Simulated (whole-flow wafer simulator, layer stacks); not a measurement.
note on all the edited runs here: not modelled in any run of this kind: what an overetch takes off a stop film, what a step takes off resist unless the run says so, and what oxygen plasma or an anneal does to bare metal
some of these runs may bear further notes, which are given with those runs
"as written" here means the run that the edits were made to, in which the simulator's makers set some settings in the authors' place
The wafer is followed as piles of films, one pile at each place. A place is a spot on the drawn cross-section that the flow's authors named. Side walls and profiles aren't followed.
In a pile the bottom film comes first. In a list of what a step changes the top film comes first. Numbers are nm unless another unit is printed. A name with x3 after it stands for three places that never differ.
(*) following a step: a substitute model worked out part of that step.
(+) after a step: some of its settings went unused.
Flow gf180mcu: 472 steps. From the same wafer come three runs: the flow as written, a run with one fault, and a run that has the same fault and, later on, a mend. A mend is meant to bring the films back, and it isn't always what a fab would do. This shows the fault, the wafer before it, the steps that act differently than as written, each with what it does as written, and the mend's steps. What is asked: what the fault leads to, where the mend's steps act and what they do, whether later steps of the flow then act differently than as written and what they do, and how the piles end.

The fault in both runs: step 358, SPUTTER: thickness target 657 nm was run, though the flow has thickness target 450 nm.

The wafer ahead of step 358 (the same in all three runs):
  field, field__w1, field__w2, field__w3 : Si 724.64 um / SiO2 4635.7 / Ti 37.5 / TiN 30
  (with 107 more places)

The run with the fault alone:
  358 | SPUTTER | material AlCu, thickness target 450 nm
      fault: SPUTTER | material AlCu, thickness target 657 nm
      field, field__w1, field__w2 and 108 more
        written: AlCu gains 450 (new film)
        fault: AlCu gains 657 (new film)
  Steps later in the flow that act otherwise than as written:
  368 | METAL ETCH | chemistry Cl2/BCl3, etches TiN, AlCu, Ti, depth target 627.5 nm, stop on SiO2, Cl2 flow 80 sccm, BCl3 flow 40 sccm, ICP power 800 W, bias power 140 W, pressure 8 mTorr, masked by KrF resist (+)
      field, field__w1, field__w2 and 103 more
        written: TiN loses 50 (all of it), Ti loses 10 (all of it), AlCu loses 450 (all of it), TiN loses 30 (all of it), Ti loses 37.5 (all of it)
        fault: TiN loses 50 (all of it), Ti loses 10 (all of it), AlCu loses 567.5
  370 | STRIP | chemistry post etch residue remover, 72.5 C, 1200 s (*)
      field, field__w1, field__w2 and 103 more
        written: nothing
        fault: AlCu loses 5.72
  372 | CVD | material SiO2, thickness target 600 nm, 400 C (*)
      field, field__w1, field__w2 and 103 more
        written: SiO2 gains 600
        fault: SiO2 gains 600 (new film)
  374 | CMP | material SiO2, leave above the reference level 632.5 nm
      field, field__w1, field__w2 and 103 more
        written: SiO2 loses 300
        fault: SiO2 loses 244.3
  The piles end different from the flow's at field, field__w1, field__w2 and 109 more by more than 2% or 0.5 nm, whichever is larger.
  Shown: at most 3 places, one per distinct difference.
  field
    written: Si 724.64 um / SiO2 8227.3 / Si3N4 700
    fault: Si 724.64 um / SiO2 4635.7 / Ti 37.5 / TiN 30 / AlCu 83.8 / SiO2 3647.3 / Si3N4 700
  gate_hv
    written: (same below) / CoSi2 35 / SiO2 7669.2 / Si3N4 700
    fault: (same below) / CoSi2 35 / SiO2 4077.6 / Ti 37.5 / TiN 30 / AlCu 83.8 / SiO2 3647.3 / Si3N4 700
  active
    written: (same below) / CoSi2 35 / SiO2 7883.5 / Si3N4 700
    fault: (same below) / CoSi2 35 / SiO2 4291.9 / Ti 37.5 / TiN 30 / AlCu 83.8 / SiO2 3647.3 / Si3N4 700

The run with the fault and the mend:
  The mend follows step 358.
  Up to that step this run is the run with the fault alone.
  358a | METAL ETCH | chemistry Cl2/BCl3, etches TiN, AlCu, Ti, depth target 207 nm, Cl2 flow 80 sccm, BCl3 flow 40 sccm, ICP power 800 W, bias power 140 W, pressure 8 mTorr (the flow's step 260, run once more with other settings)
      field, field__w1, field__w2 and 108 more
        AlCu loses 207
  Later steps of the flow that are run all act as written at every place that is followed.
  The piles end the same as the flow's at every place that both follow.
